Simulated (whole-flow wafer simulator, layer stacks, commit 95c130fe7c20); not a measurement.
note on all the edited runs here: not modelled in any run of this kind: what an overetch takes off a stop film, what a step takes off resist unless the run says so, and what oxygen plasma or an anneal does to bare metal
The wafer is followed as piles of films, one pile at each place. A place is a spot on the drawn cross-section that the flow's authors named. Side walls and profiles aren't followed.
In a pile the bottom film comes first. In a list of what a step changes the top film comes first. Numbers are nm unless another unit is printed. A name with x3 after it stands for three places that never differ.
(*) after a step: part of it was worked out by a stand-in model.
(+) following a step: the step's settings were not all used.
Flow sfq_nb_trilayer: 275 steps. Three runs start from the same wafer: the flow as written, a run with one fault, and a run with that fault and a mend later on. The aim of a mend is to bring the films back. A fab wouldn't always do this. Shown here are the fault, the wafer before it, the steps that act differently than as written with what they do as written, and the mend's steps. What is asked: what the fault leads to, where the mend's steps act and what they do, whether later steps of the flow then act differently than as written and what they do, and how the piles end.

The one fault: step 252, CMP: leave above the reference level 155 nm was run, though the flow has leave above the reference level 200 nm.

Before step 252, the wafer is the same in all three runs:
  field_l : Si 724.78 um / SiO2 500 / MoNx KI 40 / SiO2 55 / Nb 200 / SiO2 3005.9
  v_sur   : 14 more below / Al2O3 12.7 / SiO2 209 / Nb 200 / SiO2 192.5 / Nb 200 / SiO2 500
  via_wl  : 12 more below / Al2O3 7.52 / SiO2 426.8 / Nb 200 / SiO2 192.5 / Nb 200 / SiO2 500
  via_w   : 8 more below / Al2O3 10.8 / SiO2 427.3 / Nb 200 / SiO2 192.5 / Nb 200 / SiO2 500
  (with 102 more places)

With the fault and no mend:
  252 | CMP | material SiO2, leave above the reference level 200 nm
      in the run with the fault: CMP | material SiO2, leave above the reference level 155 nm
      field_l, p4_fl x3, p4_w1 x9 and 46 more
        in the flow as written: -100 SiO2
        in the run with the fault: -145 SiO2
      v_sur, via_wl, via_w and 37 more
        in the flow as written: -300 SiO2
        in the run with the fault: -345 SiO2
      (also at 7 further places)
  Later steps of the flow acting differently than as written (not shown: 4 more steps that differ only slightly, by at most 2% or 0.5 nm, whichever is larger):
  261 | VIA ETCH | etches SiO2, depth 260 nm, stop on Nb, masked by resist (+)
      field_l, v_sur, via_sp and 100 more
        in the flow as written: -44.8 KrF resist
        in the run with the fault: -40 KrF resist
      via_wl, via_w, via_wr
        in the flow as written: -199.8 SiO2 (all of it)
        in the run with the fault: -154.8 SiO2 (all of it)
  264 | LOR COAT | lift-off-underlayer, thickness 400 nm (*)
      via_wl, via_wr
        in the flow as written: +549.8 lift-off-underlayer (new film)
        in the run with the fault: +516.1 lift-off-underlayer (new film)
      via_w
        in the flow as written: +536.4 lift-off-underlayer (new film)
        in the run with the fault: +505.7 lift-off-underlayer (new film)
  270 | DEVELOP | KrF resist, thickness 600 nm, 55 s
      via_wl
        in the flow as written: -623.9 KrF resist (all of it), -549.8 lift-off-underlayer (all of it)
        in the run with the fault: -618.2 KrF resist (all of it), -516.1 lift-off-underlayer (all of it)
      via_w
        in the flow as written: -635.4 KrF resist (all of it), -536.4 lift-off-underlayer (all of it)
        in the run with the fault: -627.2 KrF resist (all of it), -505.7 lift-off-underlayer (all of it)
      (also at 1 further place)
  At v_sur, via_sp, via_v and 83 more, the piles at the end differ from the flow's by more than 2% or 0.5 nm, whichever is larger.
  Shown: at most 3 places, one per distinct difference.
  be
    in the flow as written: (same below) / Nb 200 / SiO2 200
    in the run with the fault: (same below) / Nb 200 / SiO2 155
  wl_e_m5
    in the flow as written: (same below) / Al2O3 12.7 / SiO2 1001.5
    in the run with the fault: (same below) / Al2O3 12.7 / SiO2 956.5
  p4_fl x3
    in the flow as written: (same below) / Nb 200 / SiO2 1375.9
    in the run with the fault: (same below) / Nb 200 / SiO2 1330.9

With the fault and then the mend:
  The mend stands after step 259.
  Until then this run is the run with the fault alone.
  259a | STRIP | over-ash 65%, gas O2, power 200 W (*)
      field_l, v_sur, via_sp and 100 more
        -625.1 KrF resist (all of it), -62 anti-reflective coat (all of it)
      via_wl, via_w, via_wr
        -62 anti-reflective coat (all of it)
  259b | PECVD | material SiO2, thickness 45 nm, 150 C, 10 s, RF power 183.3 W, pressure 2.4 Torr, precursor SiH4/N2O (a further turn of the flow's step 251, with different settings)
      field_l, v_sur, via_wl and 103 more
        +45 SiO2
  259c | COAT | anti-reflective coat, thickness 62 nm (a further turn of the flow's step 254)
      field_l, v_sur, via_wl and 103 more
        +62 anti-reflective coat (new film)
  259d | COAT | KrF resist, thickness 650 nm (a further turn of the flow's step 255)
      field_l, v_sur, via_wl and 103 more
        +650 KrF resist (new film)
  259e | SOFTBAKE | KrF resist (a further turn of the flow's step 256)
      alters no film at any place that is followed
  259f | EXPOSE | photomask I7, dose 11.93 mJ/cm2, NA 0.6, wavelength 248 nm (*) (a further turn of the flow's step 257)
      alters no film at any place that is followed
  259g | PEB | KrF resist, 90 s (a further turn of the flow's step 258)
      field_l, v_sur, via_wl and 103 more
        -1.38 KrF resist
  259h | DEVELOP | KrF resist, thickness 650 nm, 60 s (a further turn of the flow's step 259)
      field_l, v_sur, via_sp and 100 more
        -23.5 KrF resist
      via_wl, via_w, via_wr
        -648.6 KrF resist (all of it)
  None of the later steps of the flow acts differently than as written at any place that is followed.
  At every place that both follow, the piles at the end match the flow's.
